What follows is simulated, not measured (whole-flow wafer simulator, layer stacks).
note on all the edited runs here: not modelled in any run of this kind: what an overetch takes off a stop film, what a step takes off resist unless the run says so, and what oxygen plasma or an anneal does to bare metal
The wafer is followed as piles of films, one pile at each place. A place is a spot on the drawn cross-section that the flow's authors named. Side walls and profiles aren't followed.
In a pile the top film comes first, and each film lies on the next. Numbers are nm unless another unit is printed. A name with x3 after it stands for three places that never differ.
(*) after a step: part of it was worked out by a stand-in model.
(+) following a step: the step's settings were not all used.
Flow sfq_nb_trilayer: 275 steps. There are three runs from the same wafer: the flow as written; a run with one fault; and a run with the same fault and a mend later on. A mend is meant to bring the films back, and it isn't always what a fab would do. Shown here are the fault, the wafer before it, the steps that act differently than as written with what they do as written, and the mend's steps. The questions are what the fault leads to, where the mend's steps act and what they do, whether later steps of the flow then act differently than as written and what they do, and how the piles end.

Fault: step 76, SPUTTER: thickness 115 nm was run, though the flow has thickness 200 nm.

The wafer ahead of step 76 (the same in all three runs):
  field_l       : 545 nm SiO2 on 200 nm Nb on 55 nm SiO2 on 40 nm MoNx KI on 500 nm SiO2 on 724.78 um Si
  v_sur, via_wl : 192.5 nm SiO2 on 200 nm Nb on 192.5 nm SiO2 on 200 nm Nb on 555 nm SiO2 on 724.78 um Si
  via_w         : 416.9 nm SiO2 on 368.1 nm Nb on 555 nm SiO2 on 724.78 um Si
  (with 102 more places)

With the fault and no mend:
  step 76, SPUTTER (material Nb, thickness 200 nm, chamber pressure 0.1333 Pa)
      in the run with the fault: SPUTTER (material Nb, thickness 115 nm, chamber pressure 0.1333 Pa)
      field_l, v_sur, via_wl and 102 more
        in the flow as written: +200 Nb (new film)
        in the run with the fault: +115 Nb (new film)
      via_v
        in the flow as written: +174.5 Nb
        in the run with the fault: +101.2 Nb
  Steps later in the flow that act otherwise than as written (not shown: 4 more steps that differ only slightly, by at most 2% or 0.5 nm, whichever is larger):
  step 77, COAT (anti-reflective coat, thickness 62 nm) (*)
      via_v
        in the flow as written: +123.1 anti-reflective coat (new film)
        in the run with the fault: +119.3 anti-reflective coat (new film)
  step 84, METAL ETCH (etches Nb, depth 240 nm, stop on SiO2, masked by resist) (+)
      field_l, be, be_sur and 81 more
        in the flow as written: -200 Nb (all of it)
        in the run with the fault: -115 Nb (all of it)
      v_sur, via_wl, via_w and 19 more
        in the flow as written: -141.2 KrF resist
        in the run with the fault: -101.5 KrF resist
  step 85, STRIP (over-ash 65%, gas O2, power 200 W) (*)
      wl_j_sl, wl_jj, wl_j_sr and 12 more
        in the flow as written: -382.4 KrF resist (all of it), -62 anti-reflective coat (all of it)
        in the run with the fault: -422.1 KrF resist (all of it), -62 anti-reflective coat (all of it)
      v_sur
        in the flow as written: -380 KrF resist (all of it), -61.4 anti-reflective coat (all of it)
        in the run with the fault: -419.8 KrF resist (all of it), -61.4 anti-reflective coat (all of it)
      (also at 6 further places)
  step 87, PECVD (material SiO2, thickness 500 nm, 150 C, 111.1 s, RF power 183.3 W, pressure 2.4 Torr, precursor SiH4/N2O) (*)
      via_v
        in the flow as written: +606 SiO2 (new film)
        in the run with the fault: +585.1 SiO2 (new film)
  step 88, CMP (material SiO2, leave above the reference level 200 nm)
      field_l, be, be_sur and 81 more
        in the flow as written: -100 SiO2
        in the run with the fault: -185 SiO2
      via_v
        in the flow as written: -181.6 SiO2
        in the run with the fault: -172.4 SiO2
  At field_l, v_sur, via_wl and 103 more, the piles at the end differ from the flow's by more than 2% or 0.5 nm, whichever is larger.
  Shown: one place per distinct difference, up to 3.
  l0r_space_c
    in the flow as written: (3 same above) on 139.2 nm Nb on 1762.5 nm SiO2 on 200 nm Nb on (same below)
    in the run with the fault: (3 same above) on 139.2 nm Nb on 1677.5 nm SiO2 on 200 nm Nb on (same below)
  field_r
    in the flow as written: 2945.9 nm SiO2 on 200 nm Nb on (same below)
    in the run with the fault: 2860.9 nm SiO2 on 200 nm Nb on (same below)
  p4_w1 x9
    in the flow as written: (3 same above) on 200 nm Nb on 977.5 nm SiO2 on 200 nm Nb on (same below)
    in the run with the fault: (3 same above) on 200 nm Nb on 892.5 nm SiO2 on 200 nm Nb on (same below)

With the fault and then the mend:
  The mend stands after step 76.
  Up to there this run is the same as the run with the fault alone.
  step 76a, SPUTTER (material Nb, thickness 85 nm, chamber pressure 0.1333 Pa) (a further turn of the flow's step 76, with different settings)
      field_l, v_sur, via_wl and 102 more
        +85 Nb
      via_v
        +69.1 Nb
  Later steps of the flow that are run all act as written at every place that is followed, up to a difference of at most 2% or 0.5 nm, whichever is larger.
  The piles end only slightly different from the flow's at the places that both follow, by no more than 2% or 0.5 nm, whichever is larger.
